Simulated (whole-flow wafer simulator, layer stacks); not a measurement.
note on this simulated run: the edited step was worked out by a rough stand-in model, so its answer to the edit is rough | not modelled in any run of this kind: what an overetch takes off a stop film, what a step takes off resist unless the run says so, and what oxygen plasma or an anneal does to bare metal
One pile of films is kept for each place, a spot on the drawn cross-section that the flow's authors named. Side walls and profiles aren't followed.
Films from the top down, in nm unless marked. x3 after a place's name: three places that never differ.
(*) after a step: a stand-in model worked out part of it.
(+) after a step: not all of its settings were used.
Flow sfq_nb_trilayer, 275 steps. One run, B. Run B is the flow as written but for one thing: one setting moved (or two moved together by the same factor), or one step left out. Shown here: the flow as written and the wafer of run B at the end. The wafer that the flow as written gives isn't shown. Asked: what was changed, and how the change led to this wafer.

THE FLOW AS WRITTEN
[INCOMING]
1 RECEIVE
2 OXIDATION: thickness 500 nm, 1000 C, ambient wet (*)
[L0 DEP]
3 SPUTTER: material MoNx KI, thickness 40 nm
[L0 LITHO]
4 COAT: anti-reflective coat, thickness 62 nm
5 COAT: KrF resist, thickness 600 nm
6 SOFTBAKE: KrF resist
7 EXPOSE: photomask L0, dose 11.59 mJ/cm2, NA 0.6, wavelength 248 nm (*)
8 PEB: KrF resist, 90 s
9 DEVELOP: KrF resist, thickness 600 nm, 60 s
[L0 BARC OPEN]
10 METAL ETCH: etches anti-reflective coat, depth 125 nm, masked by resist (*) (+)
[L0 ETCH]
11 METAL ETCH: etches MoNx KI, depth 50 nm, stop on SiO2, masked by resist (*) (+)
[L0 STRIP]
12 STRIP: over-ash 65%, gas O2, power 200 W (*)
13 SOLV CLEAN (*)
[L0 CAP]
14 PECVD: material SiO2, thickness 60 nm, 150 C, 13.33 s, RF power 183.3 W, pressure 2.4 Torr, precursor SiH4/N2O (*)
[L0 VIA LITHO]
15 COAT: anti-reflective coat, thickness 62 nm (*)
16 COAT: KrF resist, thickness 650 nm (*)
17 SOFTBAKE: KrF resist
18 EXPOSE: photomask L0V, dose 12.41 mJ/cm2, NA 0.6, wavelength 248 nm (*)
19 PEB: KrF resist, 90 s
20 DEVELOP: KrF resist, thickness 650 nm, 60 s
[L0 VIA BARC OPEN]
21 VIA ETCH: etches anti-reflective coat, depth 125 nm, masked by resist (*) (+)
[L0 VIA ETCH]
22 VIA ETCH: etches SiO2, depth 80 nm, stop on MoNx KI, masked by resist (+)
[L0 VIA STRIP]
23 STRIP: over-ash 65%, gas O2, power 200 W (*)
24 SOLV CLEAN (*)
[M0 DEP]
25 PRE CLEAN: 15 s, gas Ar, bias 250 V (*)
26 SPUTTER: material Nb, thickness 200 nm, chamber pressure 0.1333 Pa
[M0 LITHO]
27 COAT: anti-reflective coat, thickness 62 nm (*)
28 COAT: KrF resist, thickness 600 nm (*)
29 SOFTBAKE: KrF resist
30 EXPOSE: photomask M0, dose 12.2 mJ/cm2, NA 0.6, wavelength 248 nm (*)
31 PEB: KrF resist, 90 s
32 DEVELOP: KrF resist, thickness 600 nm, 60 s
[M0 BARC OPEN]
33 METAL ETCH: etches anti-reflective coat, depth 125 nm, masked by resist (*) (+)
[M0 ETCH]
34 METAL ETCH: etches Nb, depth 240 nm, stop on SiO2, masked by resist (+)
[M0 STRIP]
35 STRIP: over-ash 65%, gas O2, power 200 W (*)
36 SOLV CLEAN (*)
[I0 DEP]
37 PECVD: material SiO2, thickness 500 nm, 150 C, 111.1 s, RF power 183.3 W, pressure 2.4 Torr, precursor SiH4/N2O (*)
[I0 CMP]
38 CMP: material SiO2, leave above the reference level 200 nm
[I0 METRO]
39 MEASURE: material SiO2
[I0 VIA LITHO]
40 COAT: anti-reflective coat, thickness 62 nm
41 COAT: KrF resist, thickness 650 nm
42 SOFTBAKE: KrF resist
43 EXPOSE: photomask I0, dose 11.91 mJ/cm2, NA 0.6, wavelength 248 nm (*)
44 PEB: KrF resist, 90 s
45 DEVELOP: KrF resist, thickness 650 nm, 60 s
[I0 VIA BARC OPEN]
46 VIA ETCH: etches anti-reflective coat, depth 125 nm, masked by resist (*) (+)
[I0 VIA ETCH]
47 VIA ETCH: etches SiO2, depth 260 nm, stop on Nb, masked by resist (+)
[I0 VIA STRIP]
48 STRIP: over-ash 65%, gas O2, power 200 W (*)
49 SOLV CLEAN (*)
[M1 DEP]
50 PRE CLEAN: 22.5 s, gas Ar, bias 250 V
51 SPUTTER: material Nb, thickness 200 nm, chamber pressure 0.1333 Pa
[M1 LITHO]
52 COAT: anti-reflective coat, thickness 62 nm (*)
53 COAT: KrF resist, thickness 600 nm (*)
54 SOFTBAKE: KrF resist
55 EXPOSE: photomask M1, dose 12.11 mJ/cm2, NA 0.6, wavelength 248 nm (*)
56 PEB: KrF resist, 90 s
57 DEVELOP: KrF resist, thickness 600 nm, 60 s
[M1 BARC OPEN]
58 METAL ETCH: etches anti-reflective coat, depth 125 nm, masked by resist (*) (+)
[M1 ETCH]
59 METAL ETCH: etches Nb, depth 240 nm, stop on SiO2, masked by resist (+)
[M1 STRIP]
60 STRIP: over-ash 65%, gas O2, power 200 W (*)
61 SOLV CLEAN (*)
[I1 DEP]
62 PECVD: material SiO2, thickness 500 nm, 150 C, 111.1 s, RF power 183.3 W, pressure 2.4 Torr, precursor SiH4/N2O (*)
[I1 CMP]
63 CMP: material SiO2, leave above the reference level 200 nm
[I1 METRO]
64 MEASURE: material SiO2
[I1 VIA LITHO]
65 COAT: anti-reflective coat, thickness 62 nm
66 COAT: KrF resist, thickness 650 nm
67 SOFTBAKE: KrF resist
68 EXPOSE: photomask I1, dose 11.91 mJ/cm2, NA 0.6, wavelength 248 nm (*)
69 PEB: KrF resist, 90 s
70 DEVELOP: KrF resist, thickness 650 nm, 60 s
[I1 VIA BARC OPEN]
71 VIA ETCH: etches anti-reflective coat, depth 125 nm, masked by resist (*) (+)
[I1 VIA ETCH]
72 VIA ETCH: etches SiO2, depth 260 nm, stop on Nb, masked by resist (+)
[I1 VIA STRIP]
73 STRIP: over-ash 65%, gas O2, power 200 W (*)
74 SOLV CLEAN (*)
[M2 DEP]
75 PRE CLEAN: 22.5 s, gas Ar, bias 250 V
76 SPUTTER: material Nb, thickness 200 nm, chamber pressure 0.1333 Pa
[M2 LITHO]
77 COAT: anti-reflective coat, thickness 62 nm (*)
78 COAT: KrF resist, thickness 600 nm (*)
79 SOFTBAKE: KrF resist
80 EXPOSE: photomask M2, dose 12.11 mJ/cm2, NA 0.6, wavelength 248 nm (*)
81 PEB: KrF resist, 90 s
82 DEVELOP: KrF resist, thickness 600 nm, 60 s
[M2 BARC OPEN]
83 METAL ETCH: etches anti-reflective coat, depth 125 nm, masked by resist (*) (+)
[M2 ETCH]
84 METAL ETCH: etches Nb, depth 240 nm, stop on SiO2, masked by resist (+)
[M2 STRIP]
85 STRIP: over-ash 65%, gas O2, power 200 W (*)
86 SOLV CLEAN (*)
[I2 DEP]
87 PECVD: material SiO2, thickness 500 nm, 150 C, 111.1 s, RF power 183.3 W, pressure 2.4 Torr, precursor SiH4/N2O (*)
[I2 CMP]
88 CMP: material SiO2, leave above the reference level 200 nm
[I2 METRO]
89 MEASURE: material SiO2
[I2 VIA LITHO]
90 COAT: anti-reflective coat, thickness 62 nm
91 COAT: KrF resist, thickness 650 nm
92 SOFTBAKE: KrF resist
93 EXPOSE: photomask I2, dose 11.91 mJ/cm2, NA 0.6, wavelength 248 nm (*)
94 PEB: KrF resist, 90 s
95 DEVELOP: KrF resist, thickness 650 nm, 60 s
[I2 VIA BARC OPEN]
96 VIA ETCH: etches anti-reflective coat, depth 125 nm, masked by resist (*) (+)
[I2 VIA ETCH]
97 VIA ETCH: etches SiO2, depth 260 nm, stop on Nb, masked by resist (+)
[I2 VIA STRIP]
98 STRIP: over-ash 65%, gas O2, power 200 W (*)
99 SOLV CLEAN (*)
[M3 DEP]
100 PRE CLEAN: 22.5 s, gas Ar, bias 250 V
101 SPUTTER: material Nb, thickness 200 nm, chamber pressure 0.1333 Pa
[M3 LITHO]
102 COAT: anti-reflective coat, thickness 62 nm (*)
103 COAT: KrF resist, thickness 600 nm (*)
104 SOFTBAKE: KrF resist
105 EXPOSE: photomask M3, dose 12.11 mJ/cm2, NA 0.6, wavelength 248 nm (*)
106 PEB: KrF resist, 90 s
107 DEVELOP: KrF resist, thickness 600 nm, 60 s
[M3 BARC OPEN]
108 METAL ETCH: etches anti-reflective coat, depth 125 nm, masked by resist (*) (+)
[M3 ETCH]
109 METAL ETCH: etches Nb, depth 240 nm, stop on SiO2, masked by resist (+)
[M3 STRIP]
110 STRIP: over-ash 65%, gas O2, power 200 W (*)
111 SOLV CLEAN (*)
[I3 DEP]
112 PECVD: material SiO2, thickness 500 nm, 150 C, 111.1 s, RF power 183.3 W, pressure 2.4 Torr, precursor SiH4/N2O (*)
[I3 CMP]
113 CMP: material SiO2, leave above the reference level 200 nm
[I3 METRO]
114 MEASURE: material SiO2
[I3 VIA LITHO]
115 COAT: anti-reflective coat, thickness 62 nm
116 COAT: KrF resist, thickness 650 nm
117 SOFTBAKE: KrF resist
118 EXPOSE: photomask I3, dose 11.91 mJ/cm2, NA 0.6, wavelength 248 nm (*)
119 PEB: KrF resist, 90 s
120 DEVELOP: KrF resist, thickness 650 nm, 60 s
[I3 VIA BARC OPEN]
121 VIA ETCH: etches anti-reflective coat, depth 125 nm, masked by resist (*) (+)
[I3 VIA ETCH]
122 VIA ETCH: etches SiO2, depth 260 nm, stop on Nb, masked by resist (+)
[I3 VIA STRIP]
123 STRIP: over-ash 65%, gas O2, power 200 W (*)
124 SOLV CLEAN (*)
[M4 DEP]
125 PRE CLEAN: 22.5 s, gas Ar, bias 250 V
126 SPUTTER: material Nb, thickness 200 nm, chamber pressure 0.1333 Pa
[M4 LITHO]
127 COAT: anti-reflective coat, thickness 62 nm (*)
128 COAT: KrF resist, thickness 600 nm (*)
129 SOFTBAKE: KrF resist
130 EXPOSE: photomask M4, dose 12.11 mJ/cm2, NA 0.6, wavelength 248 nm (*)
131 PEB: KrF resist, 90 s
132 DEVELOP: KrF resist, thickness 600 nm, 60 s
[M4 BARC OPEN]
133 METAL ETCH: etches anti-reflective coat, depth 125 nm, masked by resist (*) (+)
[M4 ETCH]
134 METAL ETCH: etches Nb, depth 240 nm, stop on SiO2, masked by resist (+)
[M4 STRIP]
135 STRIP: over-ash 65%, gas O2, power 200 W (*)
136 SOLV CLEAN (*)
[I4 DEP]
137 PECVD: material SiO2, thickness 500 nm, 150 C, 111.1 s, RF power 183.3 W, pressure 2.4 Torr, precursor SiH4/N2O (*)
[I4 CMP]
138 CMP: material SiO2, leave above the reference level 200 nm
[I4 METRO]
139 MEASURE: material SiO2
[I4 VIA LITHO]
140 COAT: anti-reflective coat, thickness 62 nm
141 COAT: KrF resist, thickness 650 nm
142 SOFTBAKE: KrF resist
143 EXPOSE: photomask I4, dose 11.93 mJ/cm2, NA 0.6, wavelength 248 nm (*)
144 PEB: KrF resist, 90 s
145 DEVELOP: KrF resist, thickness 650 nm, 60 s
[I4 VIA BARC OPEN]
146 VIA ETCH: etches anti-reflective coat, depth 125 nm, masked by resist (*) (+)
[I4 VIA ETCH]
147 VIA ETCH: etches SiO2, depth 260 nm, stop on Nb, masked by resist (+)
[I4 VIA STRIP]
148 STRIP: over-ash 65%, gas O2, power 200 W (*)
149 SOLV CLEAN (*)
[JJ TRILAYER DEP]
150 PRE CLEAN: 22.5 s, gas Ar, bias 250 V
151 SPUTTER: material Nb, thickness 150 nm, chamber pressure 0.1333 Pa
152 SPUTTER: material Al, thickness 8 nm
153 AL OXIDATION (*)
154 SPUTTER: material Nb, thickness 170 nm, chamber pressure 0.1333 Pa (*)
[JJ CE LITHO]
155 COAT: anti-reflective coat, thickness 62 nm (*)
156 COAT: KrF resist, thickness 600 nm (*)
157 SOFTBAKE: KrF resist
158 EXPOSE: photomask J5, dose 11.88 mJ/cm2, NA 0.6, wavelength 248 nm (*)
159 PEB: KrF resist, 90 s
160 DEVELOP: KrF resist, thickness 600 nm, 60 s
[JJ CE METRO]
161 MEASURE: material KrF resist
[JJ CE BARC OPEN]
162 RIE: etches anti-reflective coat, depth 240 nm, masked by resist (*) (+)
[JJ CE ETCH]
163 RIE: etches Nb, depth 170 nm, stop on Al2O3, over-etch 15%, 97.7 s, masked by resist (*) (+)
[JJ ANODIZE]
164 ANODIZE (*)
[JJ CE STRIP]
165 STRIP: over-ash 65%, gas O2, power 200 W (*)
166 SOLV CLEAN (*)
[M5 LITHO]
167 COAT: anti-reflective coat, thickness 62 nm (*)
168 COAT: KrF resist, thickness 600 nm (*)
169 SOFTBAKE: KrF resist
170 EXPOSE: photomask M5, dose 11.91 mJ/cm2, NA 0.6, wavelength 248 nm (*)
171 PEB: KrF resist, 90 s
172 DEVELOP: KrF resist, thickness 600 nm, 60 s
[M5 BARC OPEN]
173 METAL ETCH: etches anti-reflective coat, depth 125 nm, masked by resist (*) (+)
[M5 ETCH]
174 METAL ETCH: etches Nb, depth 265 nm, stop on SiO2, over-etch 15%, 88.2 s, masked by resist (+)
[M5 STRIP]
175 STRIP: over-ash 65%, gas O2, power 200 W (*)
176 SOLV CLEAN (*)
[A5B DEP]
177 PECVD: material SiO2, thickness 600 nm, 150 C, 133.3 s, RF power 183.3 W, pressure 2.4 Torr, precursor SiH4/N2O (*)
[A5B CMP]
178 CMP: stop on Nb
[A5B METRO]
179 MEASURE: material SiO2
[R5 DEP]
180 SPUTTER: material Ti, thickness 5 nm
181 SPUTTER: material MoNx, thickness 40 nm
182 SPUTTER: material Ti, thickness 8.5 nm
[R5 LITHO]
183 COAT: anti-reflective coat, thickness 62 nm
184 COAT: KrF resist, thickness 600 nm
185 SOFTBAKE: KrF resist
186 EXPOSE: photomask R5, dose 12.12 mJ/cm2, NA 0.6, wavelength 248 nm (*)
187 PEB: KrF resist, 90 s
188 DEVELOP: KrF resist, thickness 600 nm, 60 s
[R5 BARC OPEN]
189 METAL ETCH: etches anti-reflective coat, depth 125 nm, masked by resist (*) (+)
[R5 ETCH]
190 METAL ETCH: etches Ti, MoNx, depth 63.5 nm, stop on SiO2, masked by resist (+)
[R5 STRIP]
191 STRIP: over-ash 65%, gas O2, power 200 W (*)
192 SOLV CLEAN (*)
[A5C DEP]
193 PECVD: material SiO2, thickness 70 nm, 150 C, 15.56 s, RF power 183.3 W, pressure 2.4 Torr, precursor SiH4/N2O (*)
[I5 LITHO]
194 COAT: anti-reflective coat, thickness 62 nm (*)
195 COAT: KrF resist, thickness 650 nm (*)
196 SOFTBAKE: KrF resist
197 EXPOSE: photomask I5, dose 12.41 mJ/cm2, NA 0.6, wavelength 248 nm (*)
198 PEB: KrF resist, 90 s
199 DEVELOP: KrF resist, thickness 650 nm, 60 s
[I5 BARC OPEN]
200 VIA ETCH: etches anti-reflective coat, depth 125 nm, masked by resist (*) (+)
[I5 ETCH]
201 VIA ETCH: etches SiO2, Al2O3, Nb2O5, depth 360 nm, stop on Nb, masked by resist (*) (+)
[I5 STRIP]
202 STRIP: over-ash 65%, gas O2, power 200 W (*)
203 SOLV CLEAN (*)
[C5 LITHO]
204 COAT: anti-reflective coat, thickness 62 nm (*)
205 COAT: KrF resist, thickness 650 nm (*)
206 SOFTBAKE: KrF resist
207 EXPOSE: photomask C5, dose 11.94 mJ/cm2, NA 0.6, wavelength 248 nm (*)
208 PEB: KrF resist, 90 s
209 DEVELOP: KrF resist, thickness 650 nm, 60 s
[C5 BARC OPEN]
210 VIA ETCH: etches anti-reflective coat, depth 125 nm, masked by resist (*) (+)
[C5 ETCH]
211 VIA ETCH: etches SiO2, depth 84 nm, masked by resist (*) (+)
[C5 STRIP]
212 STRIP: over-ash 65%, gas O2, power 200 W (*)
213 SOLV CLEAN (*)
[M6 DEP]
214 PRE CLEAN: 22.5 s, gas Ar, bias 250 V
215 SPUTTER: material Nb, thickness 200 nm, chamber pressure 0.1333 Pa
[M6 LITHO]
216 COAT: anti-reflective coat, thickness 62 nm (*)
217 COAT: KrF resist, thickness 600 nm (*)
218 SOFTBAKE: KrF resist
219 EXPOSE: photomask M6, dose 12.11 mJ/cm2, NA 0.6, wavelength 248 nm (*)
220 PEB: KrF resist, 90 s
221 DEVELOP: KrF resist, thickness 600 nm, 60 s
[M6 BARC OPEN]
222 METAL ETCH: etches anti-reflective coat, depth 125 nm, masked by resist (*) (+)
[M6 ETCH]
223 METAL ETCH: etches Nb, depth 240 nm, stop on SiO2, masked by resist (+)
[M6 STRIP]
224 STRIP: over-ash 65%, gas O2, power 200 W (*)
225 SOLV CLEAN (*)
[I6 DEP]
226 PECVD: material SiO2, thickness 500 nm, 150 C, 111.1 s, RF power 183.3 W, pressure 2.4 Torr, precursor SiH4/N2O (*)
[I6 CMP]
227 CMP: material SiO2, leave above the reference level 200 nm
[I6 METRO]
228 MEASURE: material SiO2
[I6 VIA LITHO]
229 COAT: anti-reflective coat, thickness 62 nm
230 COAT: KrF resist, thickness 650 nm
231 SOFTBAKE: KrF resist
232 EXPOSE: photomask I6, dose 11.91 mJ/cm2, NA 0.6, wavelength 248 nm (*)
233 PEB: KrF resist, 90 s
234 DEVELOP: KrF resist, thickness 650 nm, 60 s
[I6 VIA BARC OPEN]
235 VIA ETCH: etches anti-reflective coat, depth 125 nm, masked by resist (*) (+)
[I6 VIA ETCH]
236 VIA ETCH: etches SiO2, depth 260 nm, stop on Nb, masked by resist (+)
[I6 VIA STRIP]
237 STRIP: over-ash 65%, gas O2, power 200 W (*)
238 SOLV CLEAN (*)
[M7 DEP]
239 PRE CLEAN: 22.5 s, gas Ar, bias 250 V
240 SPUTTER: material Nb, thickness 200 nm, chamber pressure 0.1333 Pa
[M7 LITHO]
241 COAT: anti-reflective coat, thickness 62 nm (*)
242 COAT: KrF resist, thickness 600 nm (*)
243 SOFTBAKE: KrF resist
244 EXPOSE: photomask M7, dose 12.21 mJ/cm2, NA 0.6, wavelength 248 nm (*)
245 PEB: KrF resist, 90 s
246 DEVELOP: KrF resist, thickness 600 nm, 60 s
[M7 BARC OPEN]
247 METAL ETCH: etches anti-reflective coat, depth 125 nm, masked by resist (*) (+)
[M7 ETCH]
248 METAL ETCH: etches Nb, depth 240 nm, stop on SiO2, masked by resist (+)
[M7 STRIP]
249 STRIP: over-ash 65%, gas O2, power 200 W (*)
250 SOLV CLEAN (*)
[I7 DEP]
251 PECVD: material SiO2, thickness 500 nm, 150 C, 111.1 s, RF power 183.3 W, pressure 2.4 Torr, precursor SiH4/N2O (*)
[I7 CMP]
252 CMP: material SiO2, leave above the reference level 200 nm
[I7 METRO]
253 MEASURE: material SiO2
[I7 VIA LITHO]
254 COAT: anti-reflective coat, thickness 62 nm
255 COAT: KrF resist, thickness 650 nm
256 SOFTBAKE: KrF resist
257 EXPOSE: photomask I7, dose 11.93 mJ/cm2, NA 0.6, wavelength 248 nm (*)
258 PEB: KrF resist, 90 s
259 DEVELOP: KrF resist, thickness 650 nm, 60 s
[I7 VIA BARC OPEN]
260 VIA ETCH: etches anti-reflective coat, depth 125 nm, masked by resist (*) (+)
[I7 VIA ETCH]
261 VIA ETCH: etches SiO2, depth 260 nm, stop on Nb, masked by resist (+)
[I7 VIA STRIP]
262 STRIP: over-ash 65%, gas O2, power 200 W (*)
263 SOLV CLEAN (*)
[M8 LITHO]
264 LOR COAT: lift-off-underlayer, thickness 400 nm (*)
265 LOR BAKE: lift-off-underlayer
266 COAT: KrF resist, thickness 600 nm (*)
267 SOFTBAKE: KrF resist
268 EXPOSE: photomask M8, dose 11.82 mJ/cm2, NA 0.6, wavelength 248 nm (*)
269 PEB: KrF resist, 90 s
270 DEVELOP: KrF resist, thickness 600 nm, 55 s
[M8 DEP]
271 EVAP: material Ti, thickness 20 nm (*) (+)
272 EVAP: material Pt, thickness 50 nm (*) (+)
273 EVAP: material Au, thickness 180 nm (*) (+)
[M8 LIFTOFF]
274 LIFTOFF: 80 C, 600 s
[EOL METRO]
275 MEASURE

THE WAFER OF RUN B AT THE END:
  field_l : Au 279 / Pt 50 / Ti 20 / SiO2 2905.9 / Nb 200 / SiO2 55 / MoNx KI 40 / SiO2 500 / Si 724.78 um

The cause: step 273, EVAP: thickness 279 nm was run, where the flow has thickness 180 nm.
It can be read off the wafer: field_l has Au 279, and step 273 as written asks for 180 nm.

How the change led to this, step by step:
  273 EVAP: material Au, thickness 180 nm (*) (+)
      field_l, v_sur, via_wl and 103 more: Au +279 (new film) (as written it would be: Au +180 (new film))
  274 LIFTOFF: 80 C, 600 s
      p4_fl, p4_fm, p4_w1 and 71 more: Au -279 (all of it), Pt -50 (all of it), Ti -20 (all of it), KrF resist -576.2 (all of it), lift-off-underlayer -400 (all of it) (as written it would be: Au -180 (all of it), Pt -50 (all of it), Ti -20 (all of it), KrF resist -576.2 (all of it), lift-off-underlayer -400 (all of it))
      c5j, ce_r: Au -279 (all of it), Pt -50 (all of it), Ti -20 (all of it), KrF resist -573.3 (all of it), lift-off-underlayer -399.3 (all of it) (as written it would be: Au -180 (all of it), Pt -50 (all of it), Ti -20 (all of it), KrF resist -573.3 (all of it), lift-off-underlayer -399.3 (all of it))
      (and at 19 more places)
